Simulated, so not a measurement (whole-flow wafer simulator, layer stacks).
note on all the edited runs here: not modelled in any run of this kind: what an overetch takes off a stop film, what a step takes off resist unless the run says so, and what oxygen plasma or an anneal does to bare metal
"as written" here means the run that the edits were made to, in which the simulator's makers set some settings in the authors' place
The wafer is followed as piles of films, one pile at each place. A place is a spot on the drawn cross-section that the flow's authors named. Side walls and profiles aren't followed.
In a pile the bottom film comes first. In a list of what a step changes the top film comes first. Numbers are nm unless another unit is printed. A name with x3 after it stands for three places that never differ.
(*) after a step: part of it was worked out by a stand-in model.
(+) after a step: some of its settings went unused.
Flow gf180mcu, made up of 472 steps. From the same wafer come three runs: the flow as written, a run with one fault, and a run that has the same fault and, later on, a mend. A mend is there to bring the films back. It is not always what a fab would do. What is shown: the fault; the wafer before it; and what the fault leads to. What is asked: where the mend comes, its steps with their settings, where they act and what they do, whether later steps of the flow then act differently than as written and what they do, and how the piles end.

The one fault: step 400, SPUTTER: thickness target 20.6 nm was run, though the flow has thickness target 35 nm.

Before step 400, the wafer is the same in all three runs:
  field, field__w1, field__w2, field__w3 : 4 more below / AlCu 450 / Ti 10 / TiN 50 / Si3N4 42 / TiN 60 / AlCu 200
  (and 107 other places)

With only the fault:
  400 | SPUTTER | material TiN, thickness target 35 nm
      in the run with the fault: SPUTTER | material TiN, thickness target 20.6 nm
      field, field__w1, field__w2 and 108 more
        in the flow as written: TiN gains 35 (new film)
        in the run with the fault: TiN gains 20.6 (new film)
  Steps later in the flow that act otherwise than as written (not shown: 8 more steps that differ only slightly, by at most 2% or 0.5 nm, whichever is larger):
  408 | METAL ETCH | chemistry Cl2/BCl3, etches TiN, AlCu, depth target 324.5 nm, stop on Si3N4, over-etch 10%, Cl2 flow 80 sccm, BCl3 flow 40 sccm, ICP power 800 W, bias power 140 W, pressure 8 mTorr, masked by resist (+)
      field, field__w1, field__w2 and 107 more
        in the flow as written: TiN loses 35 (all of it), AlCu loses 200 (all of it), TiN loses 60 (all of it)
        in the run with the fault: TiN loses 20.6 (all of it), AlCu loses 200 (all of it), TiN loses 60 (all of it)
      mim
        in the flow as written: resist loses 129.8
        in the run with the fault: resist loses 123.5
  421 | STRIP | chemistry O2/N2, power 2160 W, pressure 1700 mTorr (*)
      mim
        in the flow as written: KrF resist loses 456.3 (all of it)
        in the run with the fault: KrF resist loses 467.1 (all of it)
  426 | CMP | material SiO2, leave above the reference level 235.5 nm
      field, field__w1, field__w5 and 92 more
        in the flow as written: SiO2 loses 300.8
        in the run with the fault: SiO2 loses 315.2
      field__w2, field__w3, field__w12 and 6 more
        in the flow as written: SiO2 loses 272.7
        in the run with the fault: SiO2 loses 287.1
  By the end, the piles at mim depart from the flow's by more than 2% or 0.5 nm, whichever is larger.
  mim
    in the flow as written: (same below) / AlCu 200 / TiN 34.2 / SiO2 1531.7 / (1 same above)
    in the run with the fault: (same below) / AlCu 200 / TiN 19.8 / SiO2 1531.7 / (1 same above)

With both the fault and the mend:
  The mend stands after step 407.
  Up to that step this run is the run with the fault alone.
  407a | STRIP | chemistry O2/N2, power 2160 W, pressure 1700 mTorr (*)
      mim
        resist loses 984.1 (all of it)
  407b | SPUTTER | material TiN, thickness target 14.4 nm (the flow's step 400 again, with other settings)
      field, field__w1, field__w2 and 108 more
        TiN gains 14.4
  407c | HMDS | 120 C, 60 s (the flow's step 402 again)
      does not change any film at any place that is followed
  407d | COAT | resist, thickness 1000 nm (the flow's step 403 again)
      field, field__w1, field__w2 and 108 more
        resist gains 1000 (new film)
  407e | SOFTBAKE | resist (the flow's step 404 again)
      does not change any film at any place that is followed
  407f | EXPOSE | photomask FuseTop (the flow's step 405 again)
      does not change any film at any place that is followed
  407g | PEB | resist, 70.3 s (the flow's step 406 again)
      field, field__w1, field__w2 and 108 more
        resist loses 15.9
  407h | DEVELOP | thickness 1000 nm, 60 s (the flow's step 407 again)
      field, field__w1, field__w2 and 107 more
        resist loses 984.1 (all of it)
  None of the later steps of the flow acts differently than as written at any place that is followed.
  At every place that both follow, the piles at the end match the flow's.
